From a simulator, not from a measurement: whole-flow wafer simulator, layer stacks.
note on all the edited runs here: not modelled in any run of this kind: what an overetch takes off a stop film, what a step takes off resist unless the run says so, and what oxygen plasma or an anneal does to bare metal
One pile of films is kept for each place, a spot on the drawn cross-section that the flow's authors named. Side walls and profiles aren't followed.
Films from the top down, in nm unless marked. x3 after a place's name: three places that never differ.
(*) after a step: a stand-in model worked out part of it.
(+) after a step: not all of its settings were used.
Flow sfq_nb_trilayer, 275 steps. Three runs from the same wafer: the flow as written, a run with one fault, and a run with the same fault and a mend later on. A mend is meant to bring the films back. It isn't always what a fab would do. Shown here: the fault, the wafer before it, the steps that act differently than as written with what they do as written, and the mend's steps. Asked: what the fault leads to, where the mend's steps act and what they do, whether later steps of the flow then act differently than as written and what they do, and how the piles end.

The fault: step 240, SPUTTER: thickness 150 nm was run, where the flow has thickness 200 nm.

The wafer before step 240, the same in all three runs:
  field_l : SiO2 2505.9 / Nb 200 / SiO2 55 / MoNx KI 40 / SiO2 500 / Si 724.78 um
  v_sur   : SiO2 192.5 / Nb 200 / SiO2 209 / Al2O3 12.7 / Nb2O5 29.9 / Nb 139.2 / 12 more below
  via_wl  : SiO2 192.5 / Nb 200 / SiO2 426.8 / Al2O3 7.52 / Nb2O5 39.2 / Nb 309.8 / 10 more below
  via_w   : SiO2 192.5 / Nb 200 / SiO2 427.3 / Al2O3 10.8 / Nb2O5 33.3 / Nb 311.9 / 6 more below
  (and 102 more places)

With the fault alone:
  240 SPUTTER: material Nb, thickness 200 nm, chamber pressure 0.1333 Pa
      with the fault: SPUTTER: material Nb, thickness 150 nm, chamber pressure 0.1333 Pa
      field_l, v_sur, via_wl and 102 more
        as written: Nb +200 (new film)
        with the fault: Nb +150 (new film)
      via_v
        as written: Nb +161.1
        with the fault: Nb +120.7
  Later steps of the flow that act differently than as written (2 more steps differ only slightly, by at most 2% or 0.5 nm, whichever is larger, and aren't shown):
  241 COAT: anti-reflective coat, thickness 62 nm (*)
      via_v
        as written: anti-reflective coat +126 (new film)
        with the fault: anti-reflective coat +123 (new film)
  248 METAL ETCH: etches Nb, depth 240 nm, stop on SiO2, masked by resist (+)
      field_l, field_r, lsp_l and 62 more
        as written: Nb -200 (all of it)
        with the fault: Nb -150 (all of it)
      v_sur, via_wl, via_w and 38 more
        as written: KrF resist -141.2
        with the fault: KrF resist -132.4
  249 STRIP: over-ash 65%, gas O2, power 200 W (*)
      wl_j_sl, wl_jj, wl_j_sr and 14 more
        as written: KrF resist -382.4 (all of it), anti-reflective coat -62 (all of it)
        with the fault: KrF resist -391.2 (all of it), anti-reflective coat -62 (all of it)
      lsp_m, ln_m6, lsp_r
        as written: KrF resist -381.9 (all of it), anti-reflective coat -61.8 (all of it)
        with the fault: KrF resist -390.8 (all of it), anti-reflective coat -61.8 (all of it)
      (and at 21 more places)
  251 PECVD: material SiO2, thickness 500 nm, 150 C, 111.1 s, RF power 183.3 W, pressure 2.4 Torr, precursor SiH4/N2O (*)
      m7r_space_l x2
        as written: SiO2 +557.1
        with the fault: SiO2 +507.1
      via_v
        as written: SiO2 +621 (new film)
        with the fault: SiO2 +606.1 (new film)
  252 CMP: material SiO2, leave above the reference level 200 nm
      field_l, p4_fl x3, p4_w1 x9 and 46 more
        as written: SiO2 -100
        with the fault: SiO2 -150
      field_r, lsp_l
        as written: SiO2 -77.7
        with the fault: SiO2 -133.2
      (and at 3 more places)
  At the end the piles differ from the flow's by more than 2% or 0.5 nm, whichever is larger, at v_sur, via_wl, via_w and 86 more.
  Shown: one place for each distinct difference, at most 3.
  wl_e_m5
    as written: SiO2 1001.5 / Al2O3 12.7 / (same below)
    with the fault: SiO2 951.5 / Al2O3 12.7 / (same below)
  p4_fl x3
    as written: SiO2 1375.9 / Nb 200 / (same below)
    with the fault: SiO2 1325.9 / Nb 200 / (same below)
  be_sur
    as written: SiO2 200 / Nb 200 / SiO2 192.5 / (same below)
    with the fault: SiO2 200 / Nb 150 / SiO2 192.5 / (same below)

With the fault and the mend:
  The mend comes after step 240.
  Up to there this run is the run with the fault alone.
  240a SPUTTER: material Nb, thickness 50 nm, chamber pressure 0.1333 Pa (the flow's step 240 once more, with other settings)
      field_l, v_sur, via_wl and 102 more
        Nb +50
      via_v
        Nb +37
  No later step of the flow acts differently than as written, at any place that is followed, by more than 2% or 0.5 nm, whichever is larger.
  At the end the piles differ from the flow's only slightly at the places that both follow, by at most 2% or 0.5 nm, whichever is larger.
